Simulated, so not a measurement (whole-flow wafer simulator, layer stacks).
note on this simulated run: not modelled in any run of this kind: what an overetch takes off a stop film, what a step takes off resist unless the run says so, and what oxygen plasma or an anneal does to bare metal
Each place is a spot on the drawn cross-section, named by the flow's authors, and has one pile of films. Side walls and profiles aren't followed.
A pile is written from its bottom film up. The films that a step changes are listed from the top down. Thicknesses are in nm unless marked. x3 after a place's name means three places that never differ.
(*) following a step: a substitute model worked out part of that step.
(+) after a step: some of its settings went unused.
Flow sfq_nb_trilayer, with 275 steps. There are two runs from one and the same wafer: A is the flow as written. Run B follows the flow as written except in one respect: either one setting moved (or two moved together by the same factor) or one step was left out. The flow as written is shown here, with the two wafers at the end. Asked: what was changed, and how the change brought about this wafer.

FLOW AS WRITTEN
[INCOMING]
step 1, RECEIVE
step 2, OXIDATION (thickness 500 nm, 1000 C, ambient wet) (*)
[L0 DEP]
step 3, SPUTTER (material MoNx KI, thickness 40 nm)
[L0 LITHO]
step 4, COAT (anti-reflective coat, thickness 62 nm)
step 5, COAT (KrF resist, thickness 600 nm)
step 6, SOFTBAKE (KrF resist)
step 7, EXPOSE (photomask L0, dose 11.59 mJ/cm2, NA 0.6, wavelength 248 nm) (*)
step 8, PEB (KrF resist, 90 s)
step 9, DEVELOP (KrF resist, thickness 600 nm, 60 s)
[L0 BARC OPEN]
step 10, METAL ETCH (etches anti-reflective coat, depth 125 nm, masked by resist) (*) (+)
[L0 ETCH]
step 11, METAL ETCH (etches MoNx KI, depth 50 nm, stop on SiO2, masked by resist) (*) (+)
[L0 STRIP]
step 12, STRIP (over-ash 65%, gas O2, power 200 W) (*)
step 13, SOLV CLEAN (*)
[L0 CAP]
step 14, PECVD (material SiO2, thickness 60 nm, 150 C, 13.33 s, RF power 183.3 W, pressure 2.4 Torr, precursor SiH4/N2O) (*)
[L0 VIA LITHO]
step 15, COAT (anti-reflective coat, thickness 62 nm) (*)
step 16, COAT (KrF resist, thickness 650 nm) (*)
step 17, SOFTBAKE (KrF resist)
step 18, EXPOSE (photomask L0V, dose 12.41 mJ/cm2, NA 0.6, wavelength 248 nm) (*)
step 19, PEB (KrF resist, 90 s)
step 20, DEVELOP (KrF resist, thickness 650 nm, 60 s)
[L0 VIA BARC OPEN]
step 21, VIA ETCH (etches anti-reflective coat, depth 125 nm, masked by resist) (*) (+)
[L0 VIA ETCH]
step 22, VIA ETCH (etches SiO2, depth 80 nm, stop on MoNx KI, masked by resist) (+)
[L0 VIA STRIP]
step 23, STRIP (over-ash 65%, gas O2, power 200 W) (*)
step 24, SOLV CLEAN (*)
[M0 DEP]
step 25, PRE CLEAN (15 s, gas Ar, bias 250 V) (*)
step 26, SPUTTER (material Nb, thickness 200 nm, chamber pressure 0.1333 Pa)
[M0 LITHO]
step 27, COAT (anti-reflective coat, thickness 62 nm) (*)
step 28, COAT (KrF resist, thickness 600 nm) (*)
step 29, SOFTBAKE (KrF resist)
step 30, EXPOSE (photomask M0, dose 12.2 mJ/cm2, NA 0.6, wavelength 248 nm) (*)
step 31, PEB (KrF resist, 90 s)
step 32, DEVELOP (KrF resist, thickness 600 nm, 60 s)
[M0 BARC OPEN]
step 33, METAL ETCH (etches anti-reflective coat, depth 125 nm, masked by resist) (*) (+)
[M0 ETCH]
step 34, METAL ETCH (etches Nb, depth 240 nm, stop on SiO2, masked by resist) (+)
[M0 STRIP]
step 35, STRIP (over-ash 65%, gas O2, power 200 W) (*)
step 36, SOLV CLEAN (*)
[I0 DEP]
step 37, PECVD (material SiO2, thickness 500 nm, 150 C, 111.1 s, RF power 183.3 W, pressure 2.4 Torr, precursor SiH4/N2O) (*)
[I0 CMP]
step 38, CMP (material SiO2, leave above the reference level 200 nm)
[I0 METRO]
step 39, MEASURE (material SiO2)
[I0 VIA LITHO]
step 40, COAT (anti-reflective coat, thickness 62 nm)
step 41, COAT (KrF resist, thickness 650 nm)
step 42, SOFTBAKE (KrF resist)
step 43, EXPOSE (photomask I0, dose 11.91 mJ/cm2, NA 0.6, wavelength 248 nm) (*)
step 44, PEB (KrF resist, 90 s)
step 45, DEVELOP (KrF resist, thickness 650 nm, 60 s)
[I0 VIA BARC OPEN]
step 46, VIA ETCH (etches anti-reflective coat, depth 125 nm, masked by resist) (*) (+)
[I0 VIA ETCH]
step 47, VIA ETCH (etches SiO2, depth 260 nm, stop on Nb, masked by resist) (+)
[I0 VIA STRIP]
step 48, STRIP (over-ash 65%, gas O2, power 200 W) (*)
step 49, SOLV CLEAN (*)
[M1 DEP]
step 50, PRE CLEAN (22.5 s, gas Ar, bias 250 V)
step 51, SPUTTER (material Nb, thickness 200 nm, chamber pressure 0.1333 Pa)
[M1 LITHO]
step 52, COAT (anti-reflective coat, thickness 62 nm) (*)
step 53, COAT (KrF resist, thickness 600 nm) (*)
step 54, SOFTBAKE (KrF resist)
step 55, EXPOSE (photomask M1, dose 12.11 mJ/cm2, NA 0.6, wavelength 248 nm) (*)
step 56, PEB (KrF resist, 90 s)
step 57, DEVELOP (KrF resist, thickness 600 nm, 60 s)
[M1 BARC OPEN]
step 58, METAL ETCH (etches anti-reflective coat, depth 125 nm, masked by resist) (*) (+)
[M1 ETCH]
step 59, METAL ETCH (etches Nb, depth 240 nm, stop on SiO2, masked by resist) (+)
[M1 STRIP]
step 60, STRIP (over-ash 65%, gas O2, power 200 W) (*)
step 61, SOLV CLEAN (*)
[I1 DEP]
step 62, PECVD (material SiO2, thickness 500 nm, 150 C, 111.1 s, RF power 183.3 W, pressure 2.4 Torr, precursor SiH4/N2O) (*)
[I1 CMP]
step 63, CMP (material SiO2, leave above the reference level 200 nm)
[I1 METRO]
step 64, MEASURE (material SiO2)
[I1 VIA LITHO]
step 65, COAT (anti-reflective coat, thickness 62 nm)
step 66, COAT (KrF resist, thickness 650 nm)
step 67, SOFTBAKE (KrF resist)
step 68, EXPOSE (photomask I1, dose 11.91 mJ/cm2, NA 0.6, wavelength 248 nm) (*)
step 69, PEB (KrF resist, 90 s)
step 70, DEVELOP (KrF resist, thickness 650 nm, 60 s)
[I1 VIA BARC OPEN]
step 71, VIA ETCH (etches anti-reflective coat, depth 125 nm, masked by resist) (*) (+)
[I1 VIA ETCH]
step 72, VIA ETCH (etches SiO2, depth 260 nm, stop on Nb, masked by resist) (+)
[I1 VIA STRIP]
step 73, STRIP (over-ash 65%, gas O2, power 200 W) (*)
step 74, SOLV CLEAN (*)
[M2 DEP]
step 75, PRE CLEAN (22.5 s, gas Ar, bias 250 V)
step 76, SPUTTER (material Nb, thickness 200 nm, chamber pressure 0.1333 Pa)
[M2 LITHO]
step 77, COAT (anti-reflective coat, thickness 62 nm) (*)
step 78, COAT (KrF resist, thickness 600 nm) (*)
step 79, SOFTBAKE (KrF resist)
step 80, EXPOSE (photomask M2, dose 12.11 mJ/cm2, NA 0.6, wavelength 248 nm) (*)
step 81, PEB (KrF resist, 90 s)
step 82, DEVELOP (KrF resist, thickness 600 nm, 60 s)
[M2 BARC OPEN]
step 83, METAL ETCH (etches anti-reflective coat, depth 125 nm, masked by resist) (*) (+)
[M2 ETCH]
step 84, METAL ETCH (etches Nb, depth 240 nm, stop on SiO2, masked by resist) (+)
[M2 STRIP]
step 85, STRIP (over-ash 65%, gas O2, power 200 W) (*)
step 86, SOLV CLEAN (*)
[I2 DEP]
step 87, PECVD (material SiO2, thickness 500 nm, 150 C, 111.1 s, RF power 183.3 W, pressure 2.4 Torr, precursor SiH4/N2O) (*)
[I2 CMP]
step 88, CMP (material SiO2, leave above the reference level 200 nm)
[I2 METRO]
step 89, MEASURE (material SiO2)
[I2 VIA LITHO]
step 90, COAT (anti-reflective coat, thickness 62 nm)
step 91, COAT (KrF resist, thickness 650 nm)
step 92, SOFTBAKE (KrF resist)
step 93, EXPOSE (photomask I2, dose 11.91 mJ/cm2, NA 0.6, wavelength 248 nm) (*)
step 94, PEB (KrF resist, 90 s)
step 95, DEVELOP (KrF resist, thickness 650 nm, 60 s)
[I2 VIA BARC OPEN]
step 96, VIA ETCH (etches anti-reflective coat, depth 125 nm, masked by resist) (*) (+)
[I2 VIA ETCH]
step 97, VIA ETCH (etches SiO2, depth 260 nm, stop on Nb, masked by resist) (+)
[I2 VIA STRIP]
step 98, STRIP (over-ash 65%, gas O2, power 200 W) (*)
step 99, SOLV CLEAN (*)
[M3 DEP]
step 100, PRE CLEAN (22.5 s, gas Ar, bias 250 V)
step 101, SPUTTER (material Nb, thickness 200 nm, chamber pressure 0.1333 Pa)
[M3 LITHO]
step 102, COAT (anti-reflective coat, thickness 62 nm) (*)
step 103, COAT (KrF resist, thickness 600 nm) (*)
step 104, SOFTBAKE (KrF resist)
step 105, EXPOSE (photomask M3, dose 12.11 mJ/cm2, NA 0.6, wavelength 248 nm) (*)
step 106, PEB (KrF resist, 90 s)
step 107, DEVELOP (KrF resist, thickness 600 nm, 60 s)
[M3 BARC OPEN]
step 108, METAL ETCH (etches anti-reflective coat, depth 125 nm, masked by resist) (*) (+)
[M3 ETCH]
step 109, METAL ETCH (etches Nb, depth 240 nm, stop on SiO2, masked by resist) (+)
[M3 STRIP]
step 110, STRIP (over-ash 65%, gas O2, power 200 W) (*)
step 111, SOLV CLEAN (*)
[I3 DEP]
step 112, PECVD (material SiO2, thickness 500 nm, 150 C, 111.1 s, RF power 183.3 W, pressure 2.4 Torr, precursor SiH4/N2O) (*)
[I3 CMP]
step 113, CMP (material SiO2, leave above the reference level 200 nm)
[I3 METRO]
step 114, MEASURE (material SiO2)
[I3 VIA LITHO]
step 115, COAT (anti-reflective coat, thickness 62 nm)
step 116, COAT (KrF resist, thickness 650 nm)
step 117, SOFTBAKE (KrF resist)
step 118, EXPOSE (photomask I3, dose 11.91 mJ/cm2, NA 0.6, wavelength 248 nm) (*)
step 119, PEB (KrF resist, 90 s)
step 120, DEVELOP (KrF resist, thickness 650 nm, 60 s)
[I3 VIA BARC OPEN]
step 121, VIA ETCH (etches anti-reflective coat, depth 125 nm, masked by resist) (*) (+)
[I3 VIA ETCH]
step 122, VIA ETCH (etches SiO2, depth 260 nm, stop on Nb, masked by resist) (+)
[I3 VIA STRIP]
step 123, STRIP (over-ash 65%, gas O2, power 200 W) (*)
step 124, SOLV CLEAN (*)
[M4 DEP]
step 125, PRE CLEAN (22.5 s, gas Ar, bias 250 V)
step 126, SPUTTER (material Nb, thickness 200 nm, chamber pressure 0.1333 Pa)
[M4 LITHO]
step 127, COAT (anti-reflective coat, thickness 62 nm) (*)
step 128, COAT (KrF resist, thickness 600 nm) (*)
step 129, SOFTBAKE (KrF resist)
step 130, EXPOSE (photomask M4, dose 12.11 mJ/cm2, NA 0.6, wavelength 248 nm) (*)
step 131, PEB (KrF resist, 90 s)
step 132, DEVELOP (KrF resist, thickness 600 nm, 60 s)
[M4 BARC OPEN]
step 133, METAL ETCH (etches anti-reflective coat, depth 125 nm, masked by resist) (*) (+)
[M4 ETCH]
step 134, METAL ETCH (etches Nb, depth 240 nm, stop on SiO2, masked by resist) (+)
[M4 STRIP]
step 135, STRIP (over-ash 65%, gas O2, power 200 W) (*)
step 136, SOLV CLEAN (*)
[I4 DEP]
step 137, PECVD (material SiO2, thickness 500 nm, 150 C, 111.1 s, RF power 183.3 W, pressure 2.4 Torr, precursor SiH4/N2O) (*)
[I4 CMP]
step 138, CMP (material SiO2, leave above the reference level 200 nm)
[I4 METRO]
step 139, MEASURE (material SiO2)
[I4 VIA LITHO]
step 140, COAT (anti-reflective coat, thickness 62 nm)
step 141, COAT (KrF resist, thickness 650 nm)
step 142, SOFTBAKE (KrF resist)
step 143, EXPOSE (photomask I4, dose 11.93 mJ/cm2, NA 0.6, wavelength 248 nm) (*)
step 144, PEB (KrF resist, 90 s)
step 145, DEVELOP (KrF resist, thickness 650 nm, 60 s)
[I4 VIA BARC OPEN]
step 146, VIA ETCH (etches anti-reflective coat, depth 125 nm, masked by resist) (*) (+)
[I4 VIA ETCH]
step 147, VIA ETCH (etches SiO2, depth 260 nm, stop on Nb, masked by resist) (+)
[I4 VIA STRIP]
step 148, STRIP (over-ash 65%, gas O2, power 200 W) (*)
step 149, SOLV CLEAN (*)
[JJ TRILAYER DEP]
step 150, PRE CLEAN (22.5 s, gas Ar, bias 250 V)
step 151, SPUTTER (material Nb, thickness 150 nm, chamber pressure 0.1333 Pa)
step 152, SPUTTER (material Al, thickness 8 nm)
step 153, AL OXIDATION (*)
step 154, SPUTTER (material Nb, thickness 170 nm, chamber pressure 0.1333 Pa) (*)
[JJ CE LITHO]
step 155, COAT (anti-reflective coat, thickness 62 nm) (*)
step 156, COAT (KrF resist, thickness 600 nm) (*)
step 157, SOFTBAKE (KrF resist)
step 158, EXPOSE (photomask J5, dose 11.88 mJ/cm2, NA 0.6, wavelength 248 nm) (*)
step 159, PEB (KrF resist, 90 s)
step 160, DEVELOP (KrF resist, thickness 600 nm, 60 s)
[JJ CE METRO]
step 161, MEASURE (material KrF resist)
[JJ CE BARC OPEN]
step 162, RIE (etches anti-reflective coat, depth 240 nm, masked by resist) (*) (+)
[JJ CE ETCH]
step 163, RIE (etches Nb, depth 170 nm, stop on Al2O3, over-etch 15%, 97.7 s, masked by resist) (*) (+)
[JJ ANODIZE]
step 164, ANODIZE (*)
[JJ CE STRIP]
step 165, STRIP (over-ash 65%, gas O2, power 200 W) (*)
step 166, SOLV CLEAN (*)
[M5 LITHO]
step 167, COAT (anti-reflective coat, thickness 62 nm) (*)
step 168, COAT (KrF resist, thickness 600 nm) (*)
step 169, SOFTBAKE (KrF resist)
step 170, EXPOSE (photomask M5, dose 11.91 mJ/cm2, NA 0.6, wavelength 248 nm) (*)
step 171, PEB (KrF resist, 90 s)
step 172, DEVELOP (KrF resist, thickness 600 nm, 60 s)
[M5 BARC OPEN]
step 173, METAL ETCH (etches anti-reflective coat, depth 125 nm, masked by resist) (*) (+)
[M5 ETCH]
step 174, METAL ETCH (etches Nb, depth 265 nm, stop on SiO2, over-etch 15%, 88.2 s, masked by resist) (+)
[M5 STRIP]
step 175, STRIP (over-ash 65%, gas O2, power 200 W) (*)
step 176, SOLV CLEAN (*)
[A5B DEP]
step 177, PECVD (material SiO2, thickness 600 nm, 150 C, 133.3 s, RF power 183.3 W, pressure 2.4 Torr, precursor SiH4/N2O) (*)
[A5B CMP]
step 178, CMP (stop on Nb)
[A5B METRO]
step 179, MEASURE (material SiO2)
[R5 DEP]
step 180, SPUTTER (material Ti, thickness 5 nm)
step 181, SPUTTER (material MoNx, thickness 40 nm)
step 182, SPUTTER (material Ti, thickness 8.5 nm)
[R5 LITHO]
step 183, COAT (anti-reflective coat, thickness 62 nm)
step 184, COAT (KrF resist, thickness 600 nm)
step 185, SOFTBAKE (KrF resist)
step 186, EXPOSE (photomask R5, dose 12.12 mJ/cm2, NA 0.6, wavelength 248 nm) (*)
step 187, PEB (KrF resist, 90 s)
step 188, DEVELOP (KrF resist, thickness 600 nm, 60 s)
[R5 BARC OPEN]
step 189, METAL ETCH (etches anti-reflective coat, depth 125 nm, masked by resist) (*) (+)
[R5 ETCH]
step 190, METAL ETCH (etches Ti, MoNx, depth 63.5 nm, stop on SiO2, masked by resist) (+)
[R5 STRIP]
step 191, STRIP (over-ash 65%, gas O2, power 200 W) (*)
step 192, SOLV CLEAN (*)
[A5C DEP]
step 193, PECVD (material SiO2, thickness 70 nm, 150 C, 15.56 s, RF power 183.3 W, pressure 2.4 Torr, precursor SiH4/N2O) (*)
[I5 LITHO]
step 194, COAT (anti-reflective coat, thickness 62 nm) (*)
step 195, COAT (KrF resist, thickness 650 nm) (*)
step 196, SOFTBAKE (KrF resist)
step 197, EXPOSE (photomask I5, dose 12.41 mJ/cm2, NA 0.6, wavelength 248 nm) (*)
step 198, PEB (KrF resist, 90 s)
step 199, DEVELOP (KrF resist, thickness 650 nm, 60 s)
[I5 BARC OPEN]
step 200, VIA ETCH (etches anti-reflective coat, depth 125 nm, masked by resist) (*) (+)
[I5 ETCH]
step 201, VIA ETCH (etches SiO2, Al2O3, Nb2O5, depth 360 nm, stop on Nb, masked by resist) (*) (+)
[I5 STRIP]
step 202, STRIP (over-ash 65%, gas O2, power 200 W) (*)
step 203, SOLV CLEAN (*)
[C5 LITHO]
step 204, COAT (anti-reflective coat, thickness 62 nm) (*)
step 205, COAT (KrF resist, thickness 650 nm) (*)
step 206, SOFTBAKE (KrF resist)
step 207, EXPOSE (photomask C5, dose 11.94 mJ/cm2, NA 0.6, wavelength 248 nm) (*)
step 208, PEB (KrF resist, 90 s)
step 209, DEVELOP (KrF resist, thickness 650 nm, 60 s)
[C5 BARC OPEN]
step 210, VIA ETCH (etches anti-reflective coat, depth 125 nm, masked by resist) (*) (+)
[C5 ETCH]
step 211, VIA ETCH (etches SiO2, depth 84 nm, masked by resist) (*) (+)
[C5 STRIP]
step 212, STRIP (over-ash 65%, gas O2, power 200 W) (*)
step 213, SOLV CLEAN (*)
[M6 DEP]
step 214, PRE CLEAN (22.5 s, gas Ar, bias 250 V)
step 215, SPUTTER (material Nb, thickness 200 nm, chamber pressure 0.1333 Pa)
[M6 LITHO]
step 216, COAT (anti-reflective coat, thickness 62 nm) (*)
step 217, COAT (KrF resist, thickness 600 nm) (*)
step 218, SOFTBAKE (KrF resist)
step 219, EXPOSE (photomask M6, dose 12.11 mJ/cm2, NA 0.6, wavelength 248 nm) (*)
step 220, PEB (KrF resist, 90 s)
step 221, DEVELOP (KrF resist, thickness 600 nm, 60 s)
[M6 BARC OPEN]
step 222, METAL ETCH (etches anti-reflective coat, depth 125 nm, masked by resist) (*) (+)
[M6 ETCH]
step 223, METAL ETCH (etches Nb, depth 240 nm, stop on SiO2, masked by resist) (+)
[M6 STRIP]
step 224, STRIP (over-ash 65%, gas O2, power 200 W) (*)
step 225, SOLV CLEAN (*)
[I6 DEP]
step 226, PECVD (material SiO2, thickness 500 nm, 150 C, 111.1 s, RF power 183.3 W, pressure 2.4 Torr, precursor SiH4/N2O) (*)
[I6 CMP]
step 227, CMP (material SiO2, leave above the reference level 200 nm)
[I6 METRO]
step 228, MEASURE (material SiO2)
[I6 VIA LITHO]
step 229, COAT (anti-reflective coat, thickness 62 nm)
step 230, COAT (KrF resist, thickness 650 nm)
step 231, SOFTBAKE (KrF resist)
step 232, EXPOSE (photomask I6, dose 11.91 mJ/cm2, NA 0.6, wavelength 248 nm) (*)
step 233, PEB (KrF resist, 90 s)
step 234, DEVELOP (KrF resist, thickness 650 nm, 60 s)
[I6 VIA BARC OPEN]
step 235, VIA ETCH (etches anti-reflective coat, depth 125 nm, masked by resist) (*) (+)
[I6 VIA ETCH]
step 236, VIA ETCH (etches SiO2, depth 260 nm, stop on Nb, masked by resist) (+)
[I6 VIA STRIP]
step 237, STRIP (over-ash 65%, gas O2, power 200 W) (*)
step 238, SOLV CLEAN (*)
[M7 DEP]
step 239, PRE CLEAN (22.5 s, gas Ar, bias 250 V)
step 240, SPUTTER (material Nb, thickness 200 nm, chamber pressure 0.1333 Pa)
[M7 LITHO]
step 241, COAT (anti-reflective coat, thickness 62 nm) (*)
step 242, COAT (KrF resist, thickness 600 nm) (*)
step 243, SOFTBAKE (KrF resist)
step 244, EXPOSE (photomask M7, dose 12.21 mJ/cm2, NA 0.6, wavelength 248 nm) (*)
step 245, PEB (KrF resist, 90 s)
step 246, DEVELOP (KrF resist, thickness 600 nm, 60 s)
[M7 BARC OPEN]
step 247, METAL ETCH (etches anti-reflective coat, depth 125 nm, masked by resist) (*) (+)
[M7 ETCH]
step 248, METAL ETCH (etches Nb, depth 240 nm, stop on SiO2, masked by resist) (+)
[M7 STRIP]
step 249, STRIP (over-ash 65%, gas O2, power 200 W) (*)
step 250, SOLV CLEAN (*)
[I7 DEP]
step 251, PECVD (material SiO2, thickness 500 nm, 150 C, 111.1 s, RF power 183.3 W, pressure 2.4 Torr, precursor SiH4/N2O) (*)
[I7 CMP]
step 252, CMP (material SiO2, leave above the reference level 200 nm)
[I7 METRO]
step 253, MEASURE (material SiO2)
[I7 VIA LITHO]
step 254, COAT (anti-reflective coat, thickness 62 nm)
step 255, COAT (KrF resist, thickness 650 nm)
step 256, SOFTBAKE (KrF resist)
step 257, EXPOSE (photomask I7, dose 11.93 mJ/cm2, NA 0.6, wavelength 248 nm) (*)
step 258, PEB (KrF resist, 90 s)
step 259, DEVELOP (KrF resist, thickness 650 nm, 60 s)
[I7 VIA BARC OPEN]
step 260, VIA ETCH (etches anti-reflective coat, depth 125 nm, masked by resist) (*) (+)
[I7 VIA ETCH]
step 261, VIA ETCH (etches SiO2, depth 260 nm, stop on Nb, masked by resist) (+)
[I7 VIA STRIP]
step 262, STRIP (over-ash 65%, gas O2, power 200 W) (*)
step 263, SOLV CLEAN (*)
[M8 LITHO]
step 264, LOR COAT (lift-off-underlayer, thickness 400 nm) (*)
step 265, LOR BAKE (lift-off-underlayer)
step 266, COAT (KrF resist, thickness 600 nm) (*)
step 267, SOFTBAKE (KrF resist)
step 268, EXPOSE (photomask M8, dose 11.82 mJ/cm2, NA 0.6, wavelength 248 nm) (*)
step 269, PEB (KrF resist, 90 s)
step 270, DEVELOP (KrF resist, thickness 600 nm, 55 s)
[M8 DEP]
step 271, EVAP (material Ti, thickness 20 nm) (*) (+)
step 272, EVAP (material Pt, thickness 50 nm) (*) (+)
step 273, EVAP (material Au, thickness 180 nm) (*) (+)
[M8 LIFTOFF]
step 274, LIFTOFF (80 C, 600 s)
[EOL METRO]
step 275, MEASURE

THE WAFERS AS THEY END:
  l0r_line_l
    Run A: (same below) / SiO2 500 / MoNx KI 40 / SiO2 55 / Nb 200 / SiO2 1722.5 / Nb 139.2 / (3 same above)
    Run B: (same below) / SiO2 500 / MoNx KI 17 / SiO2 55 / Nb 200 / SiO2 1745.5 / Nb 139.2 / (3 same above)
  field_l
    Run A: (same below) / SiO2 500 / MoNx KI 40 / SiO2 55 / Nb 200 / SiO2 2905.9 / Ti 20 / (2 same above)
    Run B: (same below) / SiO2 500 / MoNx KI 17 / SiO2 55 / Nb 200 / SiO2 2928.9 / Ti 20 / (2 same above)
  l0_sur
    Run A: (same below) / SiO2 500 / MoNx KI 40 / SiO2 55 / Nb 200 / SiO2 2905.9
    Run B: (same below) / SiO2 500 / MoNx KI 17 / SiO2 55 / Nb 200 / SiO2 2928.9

What caused this: step 3, SPUTTER: thickness 17 nm was run, whereas the flow has thickness 40 nm.
One can read it off the wafer: l0r_line_l has MoNx KI 17, and step 3 as written asks for 40 nm.

Step by step, how the change led to this:
  step 3, SPUTTER (material MoNx KI, thickness 40 nm)
      field_l, v_sur, via_wl and 103 more: A MoNx KI gains 40 (new film) | B MoNx KI gains 17 (new film)
  step 11, METAL ETCH (etches MoNx KI, depth 50 nm, stop on SiO2, masked by resist) (*) (+)
      v_sur, via_wl, via_w and 97 more: A MoNx KI loses 40 (all of it) | B MoNx KI loses 17 (all of it)
      field_l, l0_sur, l0v, l0r_line_l, l0r_line_c, l0r_line_r: A KrF resist loses 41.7 | B KrF resist loses 21.2
  step 12, STRIP (over-ash 65%, gas O2, power 200 W) (*)
      field_l, l0_sur, l0v, l0r_line_l, l0r_line_c, l0r_line_r: A KrF resist loses 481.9 (all of it), anti-reflective coat loses 62 (all of it) | B KrF resist loses 502.3 (all of it), anti-reflective coat loses 62 (all of it)
  step 15, COAT (anti-reflective coat, thickness 62 nm) (*)
      l0r_line_c, l0r_line_r: A anti-reflective coat gains 59 (new film) | B anti-reflective coat gains 60.6 (new film)
      field_l: A anti-reflective coat gains 56.7 (new film) | B anti-reflective coat gains 59.4 (new film)
      (also at 7 further places)
  step 23, STRIP (over-ash 65%, gas O2, power 200 W) (*)
      l0r_line_c, l0r_line_r: A KrF resist loses 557 (all of it), anti-reflective coat loses 59 (all of it) | B KrF resist loses 558.6 (all of it), anti-reflective coat loses 60.6 (all of it)
      field_l: A KrF resist loses 551.4 (all of it), anti-reflective coat loses 56.7 (all of it) | B KrF resist loses 556.3 (all of it), anti-reflective coat loses 59.4 (all of it)
      (also at 7 further places)
  step 27, COAT (anti-reflective coat, thickness 62 nm) (*)
      l0r_line_l, l0r_line_c: A anti-reflective coat gains 59 (new film) | B anti-reflective coat gains 60.6 (new film)
      field_l: A anti-reflective coat gains 56.9 (new film) | B anti-reflective coat gains 59.6 (new film)
      (also at 7 further places)
  step 35, STRIP (over-ash 65%, gas O2, power 200 W) (*)
      l0r_line_l, l0r_line_c: A KrF resist loses 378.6 (all of it), anti-reflective coat loses 59 (all of it) | B KrF resist loses 380.8 (all of it), anti-reflective coat loses 60.6 (all of it)
      field_l: A KrF resist loses 372.9 (all of it), anti-reflective coat loses 56.9 (all of it) | B KrF resist loses 378.3 (all of it), anti-reflective coat loses 59.6 (all of it)
      (also at 7 further places)
  step 38, CMP (material SiO2, leave above the reference level 200 nm)
      field_l, l0_sur, l0r_line_l, l0r_line_c, l0r_line_r: A SiO2 loses 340 | B SiO2 loses 317
      l0v: A SiO2 loses 277.8 | B SiO2 loses 254.8
